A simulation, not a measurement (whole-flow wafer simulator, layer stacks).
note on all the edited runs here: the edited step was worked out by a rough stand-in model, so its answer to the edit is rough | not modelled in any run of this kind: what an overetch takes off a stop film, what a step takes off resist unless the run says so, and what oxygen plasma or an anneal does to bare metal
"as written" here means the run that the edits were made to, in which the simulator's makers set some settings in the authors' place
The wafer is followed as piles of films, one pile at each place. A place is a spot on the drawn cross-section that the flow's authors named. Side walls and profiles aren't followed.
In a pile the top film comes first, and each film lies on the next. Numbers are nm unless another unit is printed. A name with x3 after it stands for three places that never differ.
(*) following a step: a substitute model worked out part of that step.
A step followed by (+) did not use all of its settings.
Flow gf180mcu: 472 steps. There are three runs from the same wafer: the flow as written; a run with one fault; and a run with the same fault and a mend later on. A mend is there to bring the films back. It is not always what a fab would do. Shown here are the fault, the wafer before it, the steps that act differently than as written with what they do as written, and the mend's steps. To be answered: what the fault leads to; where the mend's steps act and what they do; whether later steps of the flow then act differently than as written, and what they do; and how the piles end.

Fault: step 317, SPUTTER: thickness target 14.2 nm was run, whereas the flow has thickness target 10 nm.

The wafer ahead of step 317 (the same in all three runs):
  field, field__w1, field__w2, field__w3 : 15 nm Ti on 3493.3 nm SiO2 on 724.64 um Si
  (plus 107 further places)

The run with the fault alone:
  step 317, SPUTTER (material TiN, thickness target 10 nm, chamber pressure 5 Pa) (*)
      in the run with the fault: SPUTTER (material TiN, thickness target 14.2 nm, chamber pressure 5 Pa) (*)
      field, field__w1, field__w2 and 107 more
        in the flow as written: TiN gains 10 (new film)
        in the run with the fault: TiN gains 14.2 (new film)
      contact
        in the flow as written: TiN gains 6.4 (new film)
        in the run with the fault: TiN gains 9.08 (new film)
  Steps further on in the flow that do not act as written (1 other step is not shown; it differs only slightly, by no more than 2% or 0.5 nm, whichever is larger):
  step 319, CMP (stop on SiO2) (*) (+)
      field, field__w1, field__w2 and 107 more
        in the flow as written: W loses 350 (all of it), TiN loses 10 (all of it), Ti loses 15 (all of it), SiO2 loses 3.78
        in the run with the fault: W loses 350 (all of it), TiN loses 14.2 (all of it), Ti loses 15 (all of it), SiO2 loses 3.83
  The piles end different from the flow's at contact by more than 2% or 0.5 nm, whichever is larger.
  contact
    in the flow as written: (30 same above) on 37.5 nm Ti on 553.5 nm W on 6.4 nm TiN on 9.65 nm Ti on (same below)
    in the run with the fault: (30 same above) on 37.5 nm Ti on 550.8 nm W on 9.08 nm TiN on 9.65 nm Ti on (same below)

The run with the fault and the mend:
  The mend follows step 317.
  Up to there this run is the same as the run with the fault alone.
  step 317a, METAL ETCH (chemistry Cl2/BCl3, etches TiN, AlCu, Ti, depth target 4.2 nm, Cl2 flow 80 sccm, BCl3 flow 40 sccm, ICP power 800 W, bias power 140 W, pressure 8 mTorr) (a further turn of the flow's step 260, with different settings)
      field, field__w1, field__w2 and 108 more
        TiN loses 4.2
  Every later step of the flow that is run acts as written, at every place that is followed, to within 2% or 0.5 nm, whichever is larger.
  The piles end different from the flow's at contact by more than 2% or 0.5 nm, whichever is larger.
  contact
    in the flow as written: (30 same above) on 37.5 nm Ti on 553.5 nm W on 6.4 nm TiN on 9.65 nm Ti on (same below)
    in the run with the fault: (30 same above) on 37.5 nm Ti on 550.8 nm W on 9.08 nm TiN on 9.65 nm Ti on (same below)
    in the run with the mend: (30 same above) on 37.5 nm Ti on 555 nm W on 4.88 nm TiN on 9.65 nm Ti on (same below)
